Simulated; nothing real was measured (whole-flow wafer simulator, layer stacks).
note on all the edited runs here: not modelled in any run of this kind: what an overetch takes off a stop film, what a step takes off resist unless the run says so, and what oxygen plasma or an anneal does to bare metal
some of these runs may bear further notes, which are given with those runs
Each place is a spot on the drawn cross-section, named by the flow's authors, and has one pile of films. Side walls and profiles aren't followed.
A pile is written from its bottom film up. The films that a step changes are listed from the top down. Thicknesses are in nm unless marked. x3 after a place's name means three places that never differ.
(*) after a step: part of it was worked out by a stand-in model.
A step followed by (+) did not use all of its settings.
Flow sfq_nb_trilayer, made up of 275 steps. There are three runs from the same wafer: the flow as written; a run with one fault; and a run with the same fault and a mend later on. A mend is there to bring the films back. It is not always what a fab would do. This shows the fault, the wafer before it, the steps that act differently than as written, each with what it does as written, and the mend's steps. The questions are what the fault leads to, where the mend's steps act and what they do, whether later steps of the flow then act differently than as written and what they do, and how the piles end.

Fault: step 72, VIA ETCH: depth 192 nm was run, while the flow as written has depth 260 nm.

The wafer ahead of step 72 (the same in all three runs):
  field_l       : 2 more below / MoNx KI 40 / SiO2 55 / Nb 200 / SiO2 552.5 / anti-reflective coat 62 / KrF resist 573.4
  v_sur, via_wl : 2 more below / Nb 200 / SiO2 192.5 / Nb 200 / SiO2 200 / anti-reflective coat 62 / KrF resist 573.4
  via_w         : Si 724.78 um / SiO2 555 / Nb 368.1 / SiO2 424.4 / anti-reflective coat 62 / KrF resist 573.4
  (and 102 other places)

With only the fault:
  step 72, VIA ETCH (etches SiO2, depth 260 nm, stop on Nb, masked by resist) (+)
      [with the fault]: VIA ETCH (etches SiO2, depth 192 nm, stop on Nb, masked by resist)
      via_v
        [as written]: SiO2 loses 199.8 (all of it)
        [with the fault]: SiO2 loses 192
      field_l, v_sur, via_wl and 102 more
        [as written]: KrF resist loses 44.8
        [with the fault]: KrF resist loses 33.1
  Later steps of the flow acting differently than as written (not shown: 7 more steps that differ only slightly, by at most 2% or 0.5 nm, whichever is larger):
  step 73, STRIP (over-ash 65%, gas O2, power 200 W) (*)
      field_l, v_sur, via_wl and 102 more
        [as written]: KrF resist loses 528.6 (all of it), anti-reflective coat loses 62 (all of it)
        [with the fault]: KrF resist loses 540.3 (all of it), anti-reflective coat loses 62 (all of it)
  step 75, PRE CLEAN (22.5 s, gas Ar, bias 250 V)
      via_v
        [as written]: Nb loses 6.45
        [with the fault]: SiO2 loses 7.5
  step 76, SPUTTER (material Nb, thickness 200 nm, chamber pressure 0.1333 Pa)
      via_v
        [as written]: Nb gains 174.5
        [with the fault]: Nb gains 175.9 (new film)
  By the end, the piles at via_v depart from the flow's by more than 2% or 0.5 nm, whichever is larger.
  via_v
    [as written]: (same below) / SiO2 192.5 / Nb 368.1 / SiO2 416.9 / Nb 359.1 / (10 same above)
    [with the fault]: (same below) / SiO2 192.5 / Nb 200 / SiO2 0.34 / Nb 175.9 / SiO2 408.7 / Nb 359.1 / (10 same above)

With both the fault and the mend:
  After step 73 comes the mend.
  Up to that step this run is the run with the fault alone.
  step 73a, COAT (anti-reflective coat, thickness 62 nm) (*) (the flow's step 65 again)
      p4_fl x3, p4_w1 x9, p4_g1 x2 and 63 more
        anti-reflective coat gains 62 (new film)
      moat, field_r, lsp_l and 6 more
        anti-reflective coat gains 61.8 (new film)
      be_r, r_sur, res, r_end
        anti-reflective coat gains 61.7 (new film)
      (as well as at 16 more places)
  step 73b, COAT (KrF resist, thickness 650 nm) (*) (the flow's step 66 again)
      p4_fl x3, p4_w1 x9, p4_g1 x2 and 63 more
        KrF resist gains 650 (new film)
      lsp_l, ln_m5, lsp_m, ln_m6, lsp_r, l0_sur, l0v
        KrF resist gains 649.6 (new film)
      r_end, moat, field_r
        KrF resist gains 649.5 (new film)
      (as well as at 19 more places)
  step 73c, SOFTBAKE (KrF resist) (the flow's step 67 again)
      alters no film at any place that is followed
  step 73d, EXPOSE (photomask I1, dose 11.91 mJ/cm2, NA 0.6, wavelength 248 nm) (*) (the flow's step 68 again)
      alters no film at any place that is followed
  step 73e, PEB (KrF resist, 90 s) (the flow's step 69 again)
      ce_r, sp_r, be_r and 89 more
        KrF resist loses 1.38
      field_l, v_sur, via_wl and 7 more
        KrF resist loses 1.37
      via_wr, via_sp, be
        KrF resist loses 1.36
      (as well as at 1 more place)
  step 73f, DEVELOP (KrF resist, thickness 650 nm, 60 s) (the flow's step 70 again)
      field_l, v_sur, via_wl and 102 more
        KrF resist loses 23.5
      via_v
        KrF resist loses 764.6 (all of it)
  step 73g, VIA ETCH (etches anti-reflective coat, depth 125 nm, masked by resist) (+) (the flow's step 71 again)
      field_l, v_sur, via_wl and 102 more
        KrF resist loses 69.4
      via_v
        anti-reflective coat loses 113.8 (all of it), SiO2 loses 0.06
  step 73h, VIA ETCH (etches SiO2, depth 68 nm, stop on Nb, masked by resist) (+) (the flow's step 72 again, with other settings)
      field_l, v_sur, via_wl and 102 more
        KrF resist loses 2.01
      via_v
        SiO2 loses 7.79 (all of it)
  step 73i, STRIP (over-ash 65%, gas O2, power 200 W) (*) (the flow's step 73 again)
      p4_fl x3, p4_w1 x9, p4_g1 x2 and 63 more
        KrF resist loses 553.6 (all of it), anti-reflective coat loses 62 (all of it)
      moat, field_r, lsp_l, ln_m5, lsp_m, l0v
        KrF resist loses 553.2 (all of it), anti-reflective coat loses 61.8 (all of it)
      ln_m6, lsp_r, l0_sur
        KrF resist loses 553.3 (all of it), anti-reflective coat loses 61.8 (all of it)
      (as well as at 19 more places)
  None of the later steps of the flow differs from how it acts as written, at any place that is followed, by more than 2% or 0.5 nm, whichever is larger.
  When the end is reached, the piles differ only a little from the flow's at the places that both follow, at most by 2% or 0.5 nm, whichever is larger.
